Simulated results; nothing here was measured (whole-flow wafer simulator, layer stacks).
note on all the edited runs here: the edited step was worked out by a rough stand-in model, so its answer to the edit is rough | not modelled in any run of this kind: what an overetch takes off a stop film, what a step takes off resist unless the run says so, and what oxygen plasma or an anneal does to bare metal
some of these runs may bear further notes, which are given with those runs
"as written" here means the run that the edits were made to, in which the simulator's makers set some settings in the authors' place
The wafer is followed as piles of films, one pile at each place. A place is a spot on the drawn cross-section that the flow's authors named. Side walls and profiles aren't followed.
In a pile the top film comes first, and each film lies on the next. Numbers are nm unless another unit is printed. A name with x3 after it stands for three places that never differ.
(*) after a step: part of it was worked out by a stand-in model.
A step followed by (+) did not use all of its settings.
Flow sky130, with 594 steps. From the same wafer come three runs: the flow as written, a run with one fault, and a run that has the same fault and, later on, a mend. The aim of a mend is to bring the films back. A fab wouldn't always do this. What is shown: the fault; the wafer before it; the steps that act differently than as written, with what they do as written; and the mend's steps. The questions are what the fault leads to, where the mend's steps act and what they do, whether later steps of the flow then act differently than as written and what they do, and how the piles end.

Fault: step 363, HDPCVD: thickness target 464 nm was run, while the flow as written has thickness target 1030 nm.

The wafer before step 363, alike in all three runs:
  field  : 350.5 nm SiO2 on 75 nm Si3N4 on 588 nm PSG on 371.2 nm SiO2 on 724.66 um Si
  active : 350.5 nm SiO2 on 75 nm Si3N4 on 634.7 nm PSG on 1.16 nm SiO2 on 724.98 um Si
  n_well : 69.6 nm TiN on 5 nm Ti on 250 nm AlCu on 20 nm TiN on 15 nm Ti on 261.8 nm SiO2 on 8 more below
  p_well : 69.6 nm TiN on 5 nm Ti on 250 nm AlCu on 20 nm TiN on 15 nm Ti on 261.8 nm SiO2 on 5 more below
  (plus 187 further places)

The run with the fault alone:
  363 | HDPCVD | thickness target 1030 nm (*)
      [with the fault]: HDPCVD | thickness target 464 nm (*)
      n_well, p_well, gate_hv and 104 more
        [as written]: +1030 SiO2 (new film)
        [with the fault]: +464 SiO2 (new film)
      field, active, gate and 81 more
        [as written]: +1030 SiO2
        [with the fault]: +464 SiO2
  Steps further on in the flow that do not act as written (25 more steps, not shown, differ only slightly: by at most 2% or 0.5 nm, whichever is larger):
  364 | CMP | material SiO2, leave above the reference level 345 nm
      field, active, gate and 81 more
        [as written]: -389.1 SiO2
        [with the fault]: nothing
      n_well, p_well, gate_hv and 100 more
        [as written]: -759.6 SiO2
        [with the fault]: -193.6 SiO2
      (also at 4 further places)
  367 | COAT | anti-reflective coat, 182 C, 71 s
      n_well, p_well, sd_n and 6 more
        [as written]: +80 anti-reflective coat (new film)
        [with the fault]: +3 anti-reflective coat (new film)
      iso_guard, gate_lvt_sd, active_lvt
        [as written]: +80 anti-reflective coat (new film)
        [with the fault]: +83.3 anti-reflective coat (new film)
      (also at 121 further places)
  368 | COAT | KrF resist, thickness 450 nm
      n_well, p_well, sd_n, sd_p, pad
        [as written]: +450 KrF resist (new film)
        [with the fault]: +339.8 KrF resist (new film)
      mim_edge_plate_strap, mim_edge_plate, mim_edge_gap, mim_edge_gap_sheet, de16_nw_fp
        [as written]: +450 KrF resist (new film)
        [with the fault]: +439.2 KrF resist (new film)
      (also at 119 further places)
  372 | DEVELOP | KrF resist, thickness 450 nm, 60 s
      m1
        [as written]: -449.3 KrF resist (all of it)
        [with the fault]: -403.3 KrF resist (all of it)
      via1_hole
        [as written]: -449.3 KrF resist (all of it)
        [with the fault]: -356.8 KrF resist (all of it)
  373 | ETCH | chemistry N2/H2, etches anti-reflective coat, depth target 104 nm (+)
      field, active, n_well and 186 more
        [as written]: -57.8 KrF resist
        [with the fault]: -7.59 KrF resist
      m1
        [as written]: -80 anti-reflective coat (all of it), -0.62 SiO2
        [with the fault]: -10.5 anti-reflective coat (all of it), -0.08 SiO2
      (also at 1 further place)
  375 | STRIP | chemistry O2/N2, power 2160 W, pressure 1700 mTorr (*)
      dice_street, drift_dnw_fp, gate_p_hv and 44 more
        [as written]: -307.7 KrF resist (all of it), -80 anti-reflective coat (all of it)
        [with the fault]: -357.8 KrF resist (all of it), -80 anti-reflective coat (all of it)
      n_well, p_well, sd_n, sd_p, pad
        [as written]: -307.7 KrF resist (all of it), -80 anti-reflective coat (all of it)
        [with the fault]: -247.8 KrF resist (all of it), -3 anti-reflective coat (all of it)
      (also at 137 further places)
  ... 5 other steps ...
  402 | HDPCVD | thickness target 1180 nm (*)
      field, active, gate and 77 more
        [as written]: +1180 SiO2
        [with the fault]: +1180 SiO2 (new film)
  At field, active, gate and 84 more, the piles at the end differ from the flow's by more than 2% or 0.5 nm, whichever is larger.
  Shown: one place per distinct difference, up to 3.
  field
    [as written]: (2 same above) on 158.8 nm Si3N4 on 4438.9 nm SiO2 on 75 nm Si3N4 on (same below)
    [with the fault]: (2 same above) on 158.8 nm Si3N4 on 3458.7 nm SiO2 on 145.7 nm W on 20 nm TiN on 814.5 nm SiO2 on 75 nm Si3N4 on (same below)
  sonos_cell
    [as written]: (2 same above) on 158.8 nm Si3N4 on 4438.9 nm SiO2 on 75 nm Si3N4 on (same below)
    [with the fault]: (2 same above) on 158.8 nm Si3N4 on 3458.7 nm SiO2 on 145.8 nm W on 20 nm TiN on 814.5 nm SiO2 on 75 nm Si3N4 on (same below)
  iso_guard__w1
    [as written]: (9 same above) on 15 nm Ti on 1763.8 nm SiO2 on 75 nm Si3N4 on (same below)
    [with the fault]: (9 same above) on 15 nm Ti on 783.6 nm SiO2 on 145.8 nm W on 20 nm TiN on 814.5 nm SiO2 on 75 nm Si3N4 on (same below)

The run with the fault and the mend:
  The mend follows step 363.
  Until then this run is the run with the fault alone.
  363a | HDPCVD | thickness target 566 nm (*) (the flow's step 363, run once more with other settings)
      field, active, n_well and 188 more
        +566 SiO2
  None of the later steps of the flow differs from how it acts as written, at any place that is followed, by more than 2% or 0.5 nm, whichever is larger.
  The piles end the same as the flow's at every place that both follow.
